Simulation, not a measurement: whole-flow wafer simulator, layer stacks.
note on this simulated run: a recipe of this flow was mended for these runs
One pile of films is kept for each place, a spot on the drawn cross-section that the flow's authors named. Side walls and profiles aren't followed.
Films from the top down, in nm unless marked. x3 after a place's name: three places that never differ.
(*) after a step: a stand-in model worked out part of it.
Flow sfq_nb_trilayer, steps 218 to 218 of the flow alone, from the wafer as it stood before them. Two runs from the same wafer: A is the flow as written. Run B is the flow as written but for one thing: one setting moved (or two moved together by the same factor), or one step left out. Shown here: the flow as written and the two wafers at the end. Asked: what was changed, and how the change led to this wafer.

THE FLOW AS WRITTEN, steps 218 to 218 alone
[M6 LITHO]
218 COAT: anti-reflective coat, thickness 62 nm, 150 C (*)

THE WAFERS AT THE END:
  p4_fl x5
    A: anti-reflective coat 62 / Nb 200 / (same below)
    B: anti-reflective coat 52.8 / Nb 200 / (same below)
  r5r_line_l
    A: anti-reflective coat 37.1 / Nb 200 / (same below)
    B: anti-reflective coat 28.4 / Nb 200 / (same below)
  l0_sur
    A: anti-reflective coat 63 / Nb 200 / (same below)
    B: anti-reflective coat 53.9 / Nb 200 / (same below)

The cause: step 218, COAT: thickness 52.8 nm was run, where the flow has thickness 62 nm.
It can be read off the wafer: p4_fl x5 has anti-reflective coat 52.8, and step 218 as written asks for 62 nm.

How the change led to this, step by step:
  218 COAT: anti-reflective coat, thickness 62 nm, 150 C (*)
      p4_fl x5, p4_w1 x9, p3_s0 x9 and 41 more: A anti-reflective coat +62 (new film) | B anti-reflective coat +52.8 (new film)
      r5r_line_l, r5r_line_c, r5r_line_r: A anti-reflective coat +37.1 (new film) | B anti-reflective coat +28.4 (new film)
      (and at 39 more places)
